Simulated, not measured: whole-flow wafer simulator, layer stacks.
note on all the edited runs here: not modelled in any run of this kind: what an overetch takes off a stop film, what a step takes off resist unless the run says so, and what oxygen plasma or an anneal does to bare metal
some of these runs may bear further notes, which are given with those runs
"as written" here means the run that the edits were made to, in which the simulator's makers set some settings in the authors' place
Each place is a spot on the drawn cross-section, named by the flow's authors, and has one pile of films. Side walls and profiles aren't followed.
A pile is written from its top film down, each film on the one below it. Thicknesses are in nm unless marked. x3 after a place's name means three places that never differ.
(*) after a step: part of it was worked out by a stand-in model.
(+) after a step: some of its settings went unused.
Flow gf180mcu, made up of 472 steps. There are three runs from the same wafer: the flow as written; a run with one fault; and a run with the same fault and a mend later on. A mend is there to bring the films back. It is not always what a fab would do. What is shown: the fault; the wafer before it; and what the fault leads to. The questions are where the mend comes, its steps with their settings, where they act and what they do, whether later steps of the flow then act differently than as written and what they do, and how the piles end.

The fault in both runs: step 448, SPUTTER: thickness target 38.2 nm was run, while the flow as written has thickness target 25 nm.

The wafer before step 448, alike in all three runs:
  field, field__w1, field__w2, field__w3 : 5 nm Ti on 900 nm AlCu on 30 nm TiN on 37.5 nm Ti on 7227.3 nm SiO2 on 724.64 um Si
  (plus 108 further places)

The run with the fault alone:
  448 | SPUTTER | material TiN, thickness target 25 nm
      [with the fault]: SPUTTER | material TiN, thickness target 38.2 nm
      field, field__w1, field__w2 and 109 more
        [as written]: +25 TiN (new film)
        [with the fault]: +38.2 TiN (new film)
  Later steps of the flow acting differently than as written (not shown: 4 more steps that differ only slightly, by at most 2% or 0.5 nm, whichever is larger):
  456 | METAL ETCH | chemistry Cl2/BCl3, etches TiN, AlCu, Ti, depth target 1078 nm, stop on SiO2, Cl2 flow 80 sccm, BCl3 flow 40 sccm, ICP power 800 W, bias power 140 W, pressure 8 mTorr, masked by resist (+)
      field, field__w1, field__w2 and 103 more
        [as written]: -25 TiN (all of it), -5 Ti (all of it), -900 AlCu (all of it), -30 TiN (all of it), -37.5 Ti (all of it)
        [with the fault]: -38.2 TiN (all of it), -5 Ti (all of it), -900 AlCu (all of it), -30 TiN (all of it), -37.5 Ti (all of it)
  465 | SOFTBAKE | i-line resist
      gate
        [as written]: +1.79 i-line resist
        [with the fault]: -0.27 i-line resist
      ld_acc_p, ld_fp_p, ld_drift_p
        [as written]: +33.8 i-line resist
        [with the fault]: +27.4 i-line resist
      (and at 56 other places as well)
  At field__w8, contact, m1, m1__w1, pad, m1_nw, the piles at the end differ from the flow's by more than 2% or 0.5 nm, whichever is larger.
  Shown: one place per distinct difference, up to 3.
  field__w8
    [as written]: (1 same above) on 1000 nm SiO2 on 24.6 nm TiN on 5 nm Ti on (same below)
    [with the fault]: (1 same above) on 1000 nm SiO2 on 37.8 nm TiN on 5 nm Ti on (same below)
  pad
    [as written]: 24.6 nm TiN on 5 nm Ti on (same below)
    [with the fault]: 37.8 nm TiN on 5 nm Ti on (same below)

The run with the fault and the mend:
  The mend stands after step 455.
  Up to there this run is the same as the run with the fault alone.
  455a | STRIP | chemistry O2/N2, power 2160 W, pressure 1700 mTorr (*)
      field__w8, contact, m1, m1__w1, pad, m1_nw
        -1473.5 resist (all of it)
  455b | METAL ETCH | chemistry Cl2/BCl3, etches TiN, AlCu, Ti, depth target 13.2 nm, Cl2 flow 80 sccm, BCl3 flow 40 sccm, ICP power 800 W, bias power 140 W, pressure 8 mTorr (the flow's step 260 again, with other settings)
      field, field__w1, field__w2 and 109 more
        -13.2 TiN
  455c | HMDS | 120 C, 60 s (the flow's step 450 again)
      leaves every film unchanged at each place that is followed
  455d | COAT | resist, thickness 1500 nm (the flow's step 451 again)
      field, field__w1, field__w2 and 109 more
        +1500 resist (new film)
  455e | SOFTBAKE | resist (the flow's step 452 again)
      leaves every film unchanged at each place that is followed
  455f | EXPOSE | photomask MetalTop (the flow's step 453 again)
      leaves every film unchanged at each place that is followed
  455g | PEB | resist, 70.3 s (the flow's step 454 again)
      field, field__w1, field__w2 and 109 more
        -26.5 resist
  455h | DEVELOP | thickness 1500 nm, 60 s (the flow's step 455 again)
      field, field__w1, field__w2 and 103 more
        -1473.5 resist (all of it)
  Later steps of the flow that are run all act as written at every place that is followed.
  The piles end the same as the flow's at every place that both follow.
